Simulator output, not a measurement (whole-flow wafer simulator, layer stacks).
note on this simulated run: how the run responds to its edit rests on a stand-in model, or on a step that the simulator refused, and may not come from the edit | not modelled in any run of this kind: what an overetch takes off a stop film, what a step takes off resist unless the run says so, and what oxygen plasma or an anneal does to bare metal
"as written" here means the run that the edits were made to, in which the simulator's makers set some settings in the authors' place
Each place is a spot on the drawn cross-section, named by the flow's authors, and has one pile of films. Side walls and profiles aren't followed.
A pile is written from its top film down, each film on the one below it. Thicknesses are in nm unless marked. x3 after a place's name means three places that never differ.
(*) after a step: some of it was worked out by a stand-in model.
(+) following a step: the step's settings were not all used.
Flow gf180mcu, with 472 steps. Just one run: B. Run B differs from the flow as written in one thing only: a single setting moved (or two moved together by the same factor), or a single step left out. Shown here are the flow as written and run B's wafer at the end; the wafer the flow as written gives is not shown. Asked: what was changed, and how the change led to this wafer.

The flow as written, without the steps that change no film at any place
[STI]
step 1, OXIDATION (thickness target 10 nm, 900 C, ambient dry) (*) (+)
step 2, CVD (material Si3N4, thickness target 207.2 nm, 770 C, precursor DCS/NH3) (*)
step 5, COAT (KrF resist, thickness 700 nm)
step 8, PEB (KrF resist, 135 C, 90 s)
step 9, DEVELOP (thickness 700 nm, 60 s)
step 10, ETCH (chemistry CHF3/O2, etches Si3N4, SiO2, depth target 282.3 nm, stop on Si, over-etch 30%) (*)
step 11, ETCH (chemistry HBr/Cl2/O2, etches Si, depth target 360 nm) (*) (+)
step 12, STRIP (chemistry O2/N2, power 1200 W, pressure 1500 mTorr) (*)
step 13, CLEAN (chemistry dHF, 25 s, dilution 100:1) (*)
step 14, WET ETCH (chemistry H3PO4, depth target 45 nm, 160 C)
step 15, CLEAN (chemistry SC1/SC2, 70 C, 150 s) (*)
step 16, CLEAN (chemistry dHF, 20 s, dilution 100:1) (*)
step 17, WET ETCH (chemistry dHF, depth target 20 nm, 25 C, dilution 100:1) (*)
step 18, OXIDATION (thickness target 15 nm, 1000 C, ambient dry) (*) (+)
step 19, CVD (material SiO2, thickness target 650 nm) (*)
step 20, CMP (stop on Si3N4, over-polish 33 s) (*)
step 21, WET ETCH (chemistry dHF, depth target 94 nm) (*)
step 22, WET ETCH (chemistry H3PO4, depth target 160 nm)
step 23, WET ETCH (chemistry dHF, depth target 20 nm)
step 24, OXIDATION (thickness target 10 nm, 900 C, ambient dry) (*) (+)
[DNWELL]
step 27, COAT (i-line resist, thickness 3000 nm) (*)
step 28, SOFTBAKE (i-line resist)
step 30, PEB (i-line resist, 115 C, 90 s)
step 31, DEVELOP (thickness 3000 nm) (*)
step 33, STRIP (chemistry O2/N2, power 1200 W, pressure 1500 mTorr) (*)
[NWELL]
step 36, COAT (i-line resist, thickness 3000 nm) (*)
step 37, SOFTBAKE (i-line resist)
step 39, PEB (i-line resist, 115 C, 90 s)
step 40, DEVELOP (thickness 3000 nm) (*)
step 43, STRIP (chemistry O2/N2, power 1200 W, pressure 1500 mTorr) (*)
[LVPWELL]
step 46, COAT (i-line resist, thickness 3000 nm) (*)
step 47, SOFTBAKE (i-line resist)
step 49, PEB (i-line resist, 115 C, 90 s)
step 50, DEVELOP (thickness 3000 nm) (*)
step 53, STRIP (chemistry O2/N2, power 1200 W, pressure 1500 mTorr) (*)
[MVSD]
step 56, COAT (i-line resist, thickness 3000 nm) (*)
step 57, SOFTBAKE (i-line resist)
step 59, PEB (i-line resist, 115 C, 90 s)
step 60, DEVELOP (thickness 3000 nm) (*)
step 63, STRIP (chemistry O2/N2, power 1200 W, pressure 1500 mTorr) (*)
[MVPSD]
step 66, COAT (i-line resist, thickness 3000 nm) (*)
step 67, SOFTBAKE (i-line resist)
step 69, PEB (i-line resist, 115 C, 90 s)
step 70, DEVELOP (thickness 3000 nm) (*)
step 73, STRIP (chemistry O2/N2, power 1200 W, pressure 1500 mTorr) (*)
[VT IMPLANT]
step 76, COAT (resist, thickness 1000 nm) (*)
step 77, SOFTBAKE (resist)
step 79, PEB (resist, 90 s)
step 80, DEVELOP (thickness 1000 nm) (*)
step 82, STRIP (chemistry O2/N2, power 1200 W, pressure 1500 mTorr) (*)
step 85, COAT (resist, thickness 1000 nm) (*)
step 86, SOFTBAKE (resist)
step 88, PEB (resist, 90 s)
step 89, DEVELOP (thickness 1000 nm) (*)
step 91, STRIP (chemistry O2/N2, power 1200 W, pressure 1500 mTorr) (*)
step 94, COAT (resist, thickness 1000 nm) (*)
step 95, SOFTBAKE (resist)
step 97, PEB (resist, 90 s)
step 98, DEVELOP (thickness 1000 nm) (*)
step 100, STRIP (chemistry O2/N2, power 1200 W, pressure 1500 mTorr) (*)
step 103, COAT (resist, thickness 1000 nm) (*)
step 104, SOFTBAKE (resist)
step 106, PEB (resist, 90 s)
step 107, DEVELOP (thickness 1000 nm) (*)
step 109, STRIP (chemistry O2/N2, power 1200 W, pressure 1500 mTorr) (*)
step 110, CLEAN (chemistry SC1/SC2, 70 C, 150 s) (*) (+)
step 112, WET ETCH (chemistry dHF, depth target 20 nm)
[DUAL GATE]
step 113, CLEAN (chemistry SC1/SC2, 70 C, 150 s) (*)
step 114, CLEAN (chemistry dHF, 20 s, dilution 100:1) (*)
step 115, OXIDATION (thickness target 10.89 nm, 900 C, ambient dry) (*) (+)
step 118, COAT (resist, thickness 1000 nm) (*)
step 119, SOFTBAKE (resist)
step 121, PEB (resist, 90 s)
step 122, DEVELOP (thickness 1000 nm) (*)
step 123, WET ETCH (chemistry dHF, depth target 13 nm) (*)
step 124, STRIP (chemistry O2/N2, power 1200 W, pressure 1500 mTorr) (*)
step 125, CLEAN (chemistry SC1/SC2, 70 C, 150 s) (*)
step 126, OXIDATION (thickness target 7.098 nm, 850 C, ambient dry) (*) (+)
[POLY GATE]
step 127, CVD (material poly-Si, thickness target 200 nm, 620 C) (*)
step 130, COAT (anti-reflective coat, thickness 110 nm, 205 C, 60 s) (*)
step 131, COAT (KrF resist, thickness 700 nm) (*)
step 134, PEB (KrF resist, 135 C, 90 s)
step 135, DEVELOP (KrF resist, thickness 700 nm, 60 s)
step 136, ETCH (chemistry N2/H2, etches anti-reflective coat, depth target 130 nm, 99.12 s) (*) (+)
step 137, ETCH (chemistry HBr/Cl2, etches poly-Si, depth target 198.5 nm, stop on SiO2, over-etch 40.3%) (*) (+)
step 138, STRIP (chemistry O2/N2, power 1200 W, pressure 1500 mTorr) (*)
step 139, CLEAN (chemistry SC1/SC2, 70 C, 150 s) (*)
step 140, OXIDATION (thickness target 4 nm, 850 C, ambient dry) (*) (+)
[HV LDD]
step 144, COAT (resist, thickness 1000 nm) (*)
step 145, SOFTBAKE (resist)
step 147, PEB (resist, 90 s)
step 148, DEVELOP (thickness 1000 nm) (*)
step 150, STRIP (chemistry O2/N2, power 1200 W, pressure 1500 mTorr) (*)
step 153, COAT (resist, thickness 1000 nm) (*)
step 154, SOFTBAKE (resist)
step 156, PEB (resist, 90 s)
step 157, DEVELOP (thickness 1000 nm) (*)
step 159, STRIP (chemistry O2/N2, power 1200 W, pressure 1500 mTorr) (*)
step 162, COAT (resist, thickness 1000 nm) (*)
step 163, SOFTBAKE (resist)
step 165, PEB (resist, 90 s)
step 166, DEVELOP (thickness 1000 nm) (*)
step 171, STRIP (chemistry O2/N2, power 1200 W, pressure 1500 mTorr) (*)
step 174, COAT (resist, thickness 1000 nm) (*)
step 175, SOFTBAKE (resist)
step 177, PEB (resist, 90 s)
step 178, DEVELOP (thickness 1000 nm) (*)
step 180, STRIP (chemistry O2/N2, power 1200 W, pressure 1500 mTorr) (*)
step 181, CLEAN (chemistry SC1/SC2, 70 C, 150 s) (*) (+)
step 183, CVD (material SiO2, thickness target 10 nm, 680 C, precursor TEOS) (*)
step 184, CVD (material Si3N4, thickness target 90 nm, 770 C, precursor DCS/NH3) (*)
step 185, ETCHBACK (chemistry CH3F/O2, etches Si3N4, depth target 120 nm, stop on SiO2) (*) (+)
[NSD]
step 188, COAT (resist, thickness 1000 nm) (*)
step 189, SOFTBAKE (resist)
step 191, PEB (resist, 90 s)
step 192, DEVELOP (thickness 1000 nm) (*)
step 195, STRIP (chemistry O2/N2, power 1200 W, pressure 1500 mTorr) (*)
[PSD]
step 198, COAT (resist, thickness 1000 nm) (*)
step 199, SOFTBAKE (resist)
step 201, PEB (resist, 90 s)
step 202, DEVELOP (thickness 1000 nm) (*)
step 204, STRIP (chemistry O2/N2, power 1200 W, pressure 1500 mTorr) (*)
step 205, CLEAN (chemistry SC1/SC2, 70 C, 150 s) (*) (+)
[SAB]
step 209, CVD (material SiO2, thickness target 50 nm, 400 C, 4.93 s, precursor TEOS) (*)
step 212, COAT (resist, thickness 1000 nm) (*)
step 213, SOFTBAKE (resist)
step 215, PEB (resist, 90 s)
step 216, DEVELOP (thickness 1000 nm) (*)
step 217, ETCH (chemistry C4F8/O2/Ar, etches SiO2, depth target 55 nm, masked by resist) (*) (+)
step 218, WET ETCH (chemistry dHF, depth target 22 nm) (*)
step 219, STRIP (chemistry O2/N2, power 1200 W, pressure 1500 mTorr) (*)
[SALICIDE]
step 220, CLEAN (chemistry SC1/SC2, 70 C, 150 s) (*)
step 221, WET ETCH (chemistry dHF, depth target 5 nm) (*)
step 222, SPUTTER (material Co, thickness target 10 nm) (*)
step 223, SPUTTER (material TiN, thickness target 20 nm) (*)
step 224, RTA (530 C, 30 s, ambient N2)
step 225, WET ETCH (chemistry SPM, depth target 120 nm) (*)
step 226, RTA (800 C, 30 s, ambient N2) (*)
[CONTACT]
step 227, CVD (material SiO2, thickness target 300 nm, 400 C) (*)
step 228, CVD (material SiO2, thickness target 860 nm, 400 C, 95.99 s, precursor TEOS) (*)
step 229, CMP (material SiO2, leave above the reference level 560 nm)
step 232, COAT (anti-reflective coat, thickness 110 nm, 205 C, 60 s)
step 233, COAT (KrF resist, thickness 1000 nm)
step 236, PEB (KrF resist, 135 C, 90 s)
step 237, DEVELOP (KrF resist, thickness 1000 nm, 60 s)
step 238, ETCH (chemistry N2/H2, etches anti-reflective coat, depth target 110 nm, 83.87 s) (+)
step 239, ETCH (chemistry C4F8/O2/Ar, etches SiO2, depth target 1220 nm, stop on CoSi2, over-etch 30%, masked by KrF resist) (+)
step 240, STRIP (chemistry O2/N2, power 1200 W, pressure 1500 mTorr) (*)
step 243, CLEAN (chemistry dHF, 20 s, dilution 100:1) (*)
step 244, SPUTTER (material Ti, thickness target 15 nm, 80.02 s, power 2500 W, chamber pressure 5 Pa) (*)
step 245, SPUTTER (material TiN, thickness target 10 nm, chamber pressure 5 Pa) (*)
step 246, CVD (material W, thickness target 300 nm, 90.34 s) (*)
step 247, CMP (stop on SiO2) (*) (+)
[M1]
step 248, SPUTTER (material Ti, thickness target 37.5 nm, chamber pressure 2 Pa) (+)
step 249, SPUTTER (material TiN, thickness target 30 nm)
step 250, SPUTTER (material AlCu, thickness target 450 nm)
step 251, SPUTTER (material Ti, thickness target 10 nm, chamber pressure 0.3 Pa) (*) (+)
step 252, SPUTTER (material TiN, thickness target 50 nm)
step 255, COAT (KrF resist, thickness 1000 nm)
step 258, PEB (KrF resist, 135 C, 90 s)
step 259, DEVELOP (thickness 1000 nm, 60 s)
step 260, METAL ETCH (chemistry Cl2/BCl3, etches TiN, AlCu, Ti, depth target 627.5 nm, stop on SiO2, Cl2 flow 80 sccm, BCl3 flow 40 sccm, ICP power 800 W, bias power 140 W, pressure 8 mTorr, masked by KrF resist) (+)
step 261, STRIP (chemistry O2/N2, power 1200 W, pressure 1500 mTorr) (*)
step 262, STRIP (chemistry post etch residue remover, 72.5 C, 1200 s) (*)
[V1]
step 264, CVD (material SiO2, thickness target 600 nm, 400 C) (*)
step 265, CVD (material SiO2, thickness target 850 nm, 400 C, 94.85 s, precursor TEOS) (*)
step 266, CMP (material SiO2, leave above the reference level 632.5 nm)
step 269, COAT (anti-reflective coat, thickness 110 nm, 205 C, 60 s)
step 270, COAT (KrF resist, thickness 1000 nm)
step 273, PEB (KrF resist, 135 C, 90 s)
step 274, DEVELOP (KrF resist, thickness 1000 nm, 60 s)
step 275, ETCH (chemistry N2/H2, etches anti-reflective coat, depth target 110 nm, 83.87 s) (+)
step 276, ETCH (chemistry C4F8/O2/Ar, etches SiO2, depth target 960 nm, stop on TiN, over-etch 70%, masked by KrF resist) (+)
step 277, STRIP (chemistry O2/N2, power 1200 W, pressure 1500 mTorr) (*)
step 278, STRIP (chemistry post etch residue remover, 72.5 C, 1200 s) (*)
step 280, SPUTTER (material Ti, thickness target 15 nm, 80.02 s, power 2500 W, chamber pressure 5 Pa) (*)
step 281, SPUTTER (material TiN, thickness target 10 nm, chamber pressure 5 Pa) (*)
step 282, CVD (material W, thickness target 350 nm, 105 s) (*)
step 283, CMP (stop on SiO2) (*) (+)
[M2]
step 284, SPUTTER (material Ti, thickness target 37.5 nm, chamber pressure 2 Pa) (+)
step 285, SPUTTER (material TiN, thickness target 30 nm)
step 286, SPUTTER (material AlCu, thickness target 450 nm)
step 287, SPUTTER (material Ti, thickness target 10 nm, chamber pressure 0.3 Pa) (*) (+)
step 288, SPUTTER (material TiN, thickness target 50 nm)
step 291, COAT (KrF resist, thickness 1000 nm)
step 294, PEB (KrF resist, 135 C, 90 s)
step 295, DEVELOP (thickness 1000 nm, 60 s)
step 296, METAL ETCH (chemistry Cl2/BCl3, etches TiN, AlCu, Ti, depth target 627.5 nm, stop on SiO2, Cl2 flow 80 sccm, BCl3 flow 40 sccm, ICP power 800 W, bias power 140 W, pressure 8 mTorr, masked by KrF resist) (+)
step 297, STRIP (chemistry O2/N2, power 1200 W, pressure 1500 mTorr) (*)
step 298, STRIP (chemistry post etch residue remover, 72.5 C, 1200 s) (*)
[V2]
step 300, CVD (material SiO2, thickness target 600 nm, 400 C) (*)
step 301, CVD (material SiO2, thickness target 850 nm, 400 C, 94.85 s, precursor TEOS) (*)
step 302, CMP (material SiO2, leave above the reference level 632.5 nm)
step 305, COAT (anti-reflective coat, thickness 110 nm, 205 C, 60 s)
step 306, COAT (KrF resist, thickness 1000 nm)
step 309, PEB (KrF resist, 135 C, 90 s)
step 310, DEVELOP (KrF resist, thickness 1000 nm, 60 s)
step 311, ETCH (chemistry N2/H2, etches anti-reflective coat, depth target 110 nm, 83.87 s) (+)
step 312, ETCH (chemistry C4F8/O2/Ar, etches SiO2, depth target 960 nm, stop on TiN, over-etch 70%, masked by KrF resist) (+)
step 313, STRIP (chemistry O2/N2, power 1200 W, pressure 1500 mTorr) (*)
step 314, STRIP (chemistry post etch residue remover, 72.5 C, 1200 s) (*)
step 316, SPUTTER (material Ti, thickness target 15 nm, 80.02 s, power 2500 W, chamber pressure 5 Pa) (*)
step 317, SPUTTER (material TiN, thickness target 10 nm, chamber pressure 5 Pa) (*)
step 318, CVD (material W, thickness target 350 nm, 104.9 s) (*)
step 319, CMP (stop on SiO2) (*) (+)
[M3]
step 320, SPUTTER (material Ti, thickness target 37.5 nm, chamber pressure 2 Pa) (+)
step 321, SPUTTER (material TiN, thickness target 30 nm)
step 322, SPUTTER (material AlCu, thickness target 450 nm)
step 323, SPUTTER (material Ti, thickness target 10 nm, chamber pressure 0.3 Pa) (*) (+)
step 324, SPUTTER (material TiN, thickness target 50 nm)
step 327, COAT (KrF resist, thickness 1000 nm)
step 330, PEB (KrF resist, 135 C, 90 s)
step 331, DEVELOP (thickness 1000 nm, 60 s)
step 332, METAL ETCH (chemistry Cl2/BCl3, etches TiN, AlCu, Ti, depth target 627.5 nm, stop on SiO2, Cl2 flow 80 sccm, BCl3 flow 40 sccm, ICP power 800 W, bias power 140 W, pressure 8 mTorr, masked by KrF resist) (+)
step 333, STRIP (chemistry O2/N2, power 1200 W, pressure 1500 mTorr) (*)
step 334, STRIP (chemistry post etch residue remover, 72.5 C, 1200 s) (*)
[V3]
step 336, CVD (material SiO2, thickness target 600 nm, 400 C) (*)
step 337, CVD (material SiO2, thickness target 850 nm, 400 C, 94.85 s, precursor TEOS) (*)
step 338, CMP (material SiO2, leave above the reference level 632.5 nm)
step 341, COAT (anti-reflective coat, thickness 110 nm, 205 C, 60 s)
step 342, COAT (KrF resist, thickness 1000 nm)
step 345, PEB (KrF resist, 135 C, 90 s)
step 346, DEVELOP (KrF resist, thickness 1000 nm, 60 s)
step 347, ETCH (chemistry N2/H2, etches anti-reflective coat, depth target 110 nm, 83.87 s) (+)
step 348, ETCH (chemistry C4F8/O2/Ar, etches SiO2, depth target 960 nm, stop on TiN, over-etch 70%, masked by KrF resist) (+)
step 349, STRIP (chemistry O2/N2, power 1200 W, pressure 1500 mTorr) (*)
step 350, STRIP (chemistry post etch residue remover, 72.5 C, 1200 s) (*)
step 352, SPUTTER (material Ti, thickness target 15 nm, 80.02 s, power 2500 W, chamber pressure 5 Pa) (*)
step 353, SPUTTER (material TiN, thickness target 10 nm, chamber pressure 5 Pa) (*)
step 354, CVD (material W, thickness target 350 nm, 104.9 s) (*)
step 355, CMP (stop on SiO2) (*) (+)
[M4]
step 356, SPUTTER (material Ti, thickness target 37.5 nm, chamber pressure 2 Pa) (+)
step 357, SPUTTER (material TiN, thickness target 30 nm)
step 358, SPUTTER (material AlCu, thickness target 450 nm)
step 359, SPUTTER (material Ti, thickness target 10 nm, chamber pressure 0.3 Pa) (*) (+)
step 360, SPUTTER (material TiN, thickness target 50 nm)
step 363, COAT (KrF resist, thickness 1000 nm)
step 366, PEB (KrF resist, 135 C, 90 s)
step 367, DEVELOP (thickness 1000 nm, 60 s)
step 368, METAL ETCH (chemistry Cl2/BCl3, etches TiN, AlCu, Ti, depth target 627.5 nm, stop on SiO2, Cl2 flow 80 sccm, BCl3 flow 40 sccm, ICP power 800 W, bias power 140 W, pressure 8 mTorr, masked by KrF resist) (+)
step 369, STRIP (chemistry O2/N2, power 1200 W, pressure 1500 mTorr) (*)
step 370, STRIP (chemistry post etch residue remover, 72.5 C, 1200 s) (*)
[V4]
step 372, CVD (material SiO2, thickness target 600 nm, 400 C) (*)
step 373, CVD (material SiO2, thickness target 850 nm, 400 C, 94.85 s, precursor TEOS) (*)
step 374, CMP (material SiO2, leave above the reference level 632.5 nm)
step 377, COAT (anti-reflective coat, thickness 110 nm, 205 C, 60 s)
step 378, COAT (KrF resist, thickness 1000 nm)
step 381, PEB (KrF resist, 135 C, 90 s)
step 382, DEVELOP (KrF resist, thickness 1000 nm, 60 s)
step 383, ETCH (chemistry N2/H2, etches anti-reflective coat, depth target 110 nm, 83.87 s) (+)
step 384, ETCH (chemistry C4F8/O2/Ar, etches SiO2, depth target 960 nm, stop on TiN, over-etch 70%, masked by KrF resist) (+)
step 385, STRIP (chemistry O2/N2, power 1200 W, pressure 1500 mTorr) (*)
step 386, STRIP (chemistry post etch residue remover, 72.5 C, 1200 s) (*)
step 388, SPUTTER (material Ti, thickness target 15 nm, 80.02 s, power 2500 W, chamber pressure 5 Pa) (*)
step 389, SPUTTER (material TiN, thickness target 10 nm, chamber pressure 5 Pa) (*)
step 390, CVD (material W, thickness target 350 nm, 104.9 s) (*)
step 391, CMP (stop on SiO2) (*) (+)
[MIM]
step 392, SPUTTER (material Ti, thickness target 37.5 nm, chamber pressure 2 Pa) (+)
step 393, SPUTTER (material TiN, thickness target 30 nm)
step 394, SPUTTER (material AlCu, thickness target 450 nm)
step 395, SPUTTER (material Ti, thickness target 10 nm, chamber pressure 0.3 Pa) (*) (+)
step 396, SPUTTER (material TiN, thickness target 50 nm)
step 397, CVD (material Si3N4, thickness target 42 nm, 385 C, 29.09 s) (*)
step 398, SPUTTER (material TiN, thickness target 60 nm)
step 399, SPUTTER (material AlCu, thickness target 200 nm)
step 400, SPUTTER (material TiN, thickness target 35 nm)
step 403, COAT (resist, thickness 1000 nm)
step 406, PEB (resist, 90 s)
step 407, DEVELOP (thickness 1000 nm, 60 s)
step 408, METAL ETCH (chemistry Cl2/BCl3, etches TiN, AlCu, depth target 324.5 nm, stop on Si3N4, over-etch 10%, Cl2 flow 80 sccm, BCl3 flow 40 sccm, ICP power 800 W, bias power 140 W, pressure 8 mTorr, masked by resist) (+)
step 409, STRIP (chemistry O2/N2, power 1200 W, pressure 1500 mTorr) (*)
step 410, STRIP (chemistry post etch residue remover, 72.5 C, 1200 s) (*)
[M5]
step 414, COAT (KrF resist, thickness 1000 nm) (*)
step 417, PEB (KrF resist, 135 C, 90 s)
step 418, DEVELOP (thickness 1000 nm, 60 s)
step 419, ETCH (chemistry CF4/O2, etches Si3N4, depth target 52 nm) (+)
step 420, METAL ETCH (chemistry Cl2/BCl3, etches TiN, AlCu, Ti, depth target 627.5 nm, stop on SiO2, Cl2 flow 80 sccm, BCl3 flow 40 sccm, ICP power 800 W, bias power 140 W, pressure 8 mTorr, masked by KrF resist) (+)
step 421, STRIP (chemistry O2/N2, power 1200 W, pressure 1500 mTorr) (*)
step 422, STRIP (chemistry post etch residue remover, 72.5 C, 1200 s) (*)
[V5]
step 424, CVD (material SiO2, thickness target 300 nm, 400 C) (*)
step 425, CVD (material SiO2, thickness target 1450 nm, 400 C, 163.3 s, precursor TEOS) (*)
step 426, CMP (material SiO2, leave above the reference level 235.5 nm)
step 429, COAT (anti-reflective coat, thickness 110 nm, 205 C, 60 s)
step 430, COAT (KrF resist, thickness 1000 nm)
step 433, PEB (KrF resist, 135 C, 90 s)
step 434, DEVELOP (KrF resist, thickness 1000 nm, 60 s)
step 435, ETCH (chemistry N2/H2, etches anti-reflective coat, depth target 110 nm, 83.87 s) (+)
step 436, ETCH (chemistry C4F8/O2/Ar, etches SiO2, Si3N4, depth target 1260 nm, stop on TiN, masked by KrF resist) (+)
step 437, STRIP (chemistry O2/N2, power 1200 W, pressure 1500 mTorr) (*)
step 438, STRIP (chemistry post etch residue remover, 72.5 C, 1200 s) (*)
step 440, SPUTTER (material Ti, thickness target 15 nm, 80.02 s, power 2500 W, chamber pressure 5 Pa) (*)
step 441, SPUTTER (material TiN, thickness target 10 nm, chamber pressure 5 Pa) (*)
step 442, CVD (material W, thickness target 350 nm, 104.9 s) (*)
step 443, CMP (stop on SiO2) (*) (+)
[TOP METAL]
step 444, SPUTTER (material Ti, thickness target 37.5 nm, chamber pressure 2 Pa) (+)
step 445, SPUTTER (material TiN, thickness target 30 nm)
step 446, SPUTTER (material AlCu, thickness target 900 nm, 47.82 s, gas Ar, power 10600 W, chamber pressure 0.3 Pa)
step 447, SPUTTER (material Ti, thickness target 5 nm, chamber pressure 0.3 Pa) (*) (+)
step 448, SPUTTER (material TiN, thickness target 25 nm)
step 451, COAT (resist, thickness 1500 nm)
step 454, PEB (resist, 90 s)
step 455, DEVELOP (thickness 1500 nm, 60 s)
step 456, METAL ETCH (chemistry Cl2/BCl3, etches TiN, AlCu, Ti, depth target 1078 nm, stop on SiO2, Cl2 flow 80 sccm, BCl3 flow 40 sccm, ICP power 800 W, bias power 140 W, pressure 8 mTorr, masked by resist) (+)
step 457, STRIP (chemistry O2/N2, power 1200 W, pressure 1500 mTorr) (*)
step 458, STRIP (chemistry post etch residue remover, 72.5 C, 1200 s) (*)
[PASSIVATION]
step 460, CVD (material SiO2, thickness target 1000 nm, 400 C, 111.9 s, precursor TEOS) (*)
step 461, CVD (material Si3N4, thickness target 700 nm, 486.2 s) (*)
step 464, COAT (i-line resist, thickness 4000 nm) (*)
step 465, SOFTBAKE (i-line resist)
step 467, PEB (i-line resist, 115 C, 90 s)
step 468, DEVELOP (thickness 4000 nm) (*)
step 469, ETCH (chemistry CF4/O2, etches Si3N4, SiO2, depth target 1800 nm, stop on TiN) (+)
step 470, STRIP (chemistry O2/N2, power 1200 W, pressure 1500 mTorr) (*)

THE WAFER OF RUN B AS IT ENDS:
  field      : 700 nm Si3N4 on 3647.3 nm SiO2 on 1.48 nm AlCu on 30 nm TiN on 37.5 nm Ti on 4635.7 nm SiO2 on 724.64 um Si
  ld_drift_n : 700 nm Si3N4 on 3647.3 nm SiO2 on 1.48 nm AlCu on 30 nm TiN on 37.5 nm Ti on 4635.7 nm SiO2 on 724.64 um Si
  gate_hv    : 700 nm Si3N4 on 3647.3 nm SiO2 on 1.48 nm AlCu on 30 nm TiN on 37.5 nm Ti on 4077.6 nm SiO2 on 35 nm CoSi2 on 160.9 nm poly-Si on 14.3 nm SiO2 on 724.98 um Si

Cause: step 358, SPUTTER: thickness target 574.7 nm was run, whereas the flow has thickness target 450 nm.

How this came from the change, step by step:
  step 358, SPUTTER (material AlCu, thickness target 450 nm)
      field, field__w1, field__w2 and 108 more: AlCu gains 574.7 (new film) (as written it would have been: AlCu gains 450 (new film))
  step 368, METAL ETCH (chemistry Cl2/BCl3, etches TiN, AlCu, Ti, depth target 627.5 nm, stop on SiO2, Cl2 flow 80 sccm, BCl3 flow 40 sccm, ICP power 800 W, bias power 140 W, pressure 8 mTorr, masked by KrF resist) (+)
      field, field__w1, field__w2 and 103 more: TiN loses 50 (all of it), Ti loses 10 (all of it), AlCu loses 567.5 (as written it would have been: TiN loses 50 (all of it), Ti loses 10 (all of it), AlCu loses 450 (all of it), TiN loses 30 (all of it), Ti loses 37.5 (all of it))
  step 370, STRIP (chemistry post etch residue remover, 72.5 C, 1200 s) (*)
      field, field__w1, field__w2 and 103 more: AlCu loses 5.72 (as written it would have been: nothing)
  step 372, CVD (material SiO2, thickness target 600 nm, 400 C) (*)
      field, field__w1, field__w2 and 103 more: SiO2 gains 600 (new film) (as written it would have been: SiO2 gains 600)
  step 374, CMP (material SiO2, leave above the reference level 632.5 nm)
      field, field__w1, field__w2 and 103 more: SiO2 loses 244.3 (as written it would have been: SiO2 loses 300)
Taking metal films that touch as one body, field has 1 body; the flow as written gives 0 bodies.
Taking metal films that touch as one body, ld_drift_n has 1 body; the flow as written gives 0 bodies.
Taking metal films that touch as one body, gate_hv has 2 bodies (between them, from the top down: SiO2 4077.6); the flow as written gives 1 body.
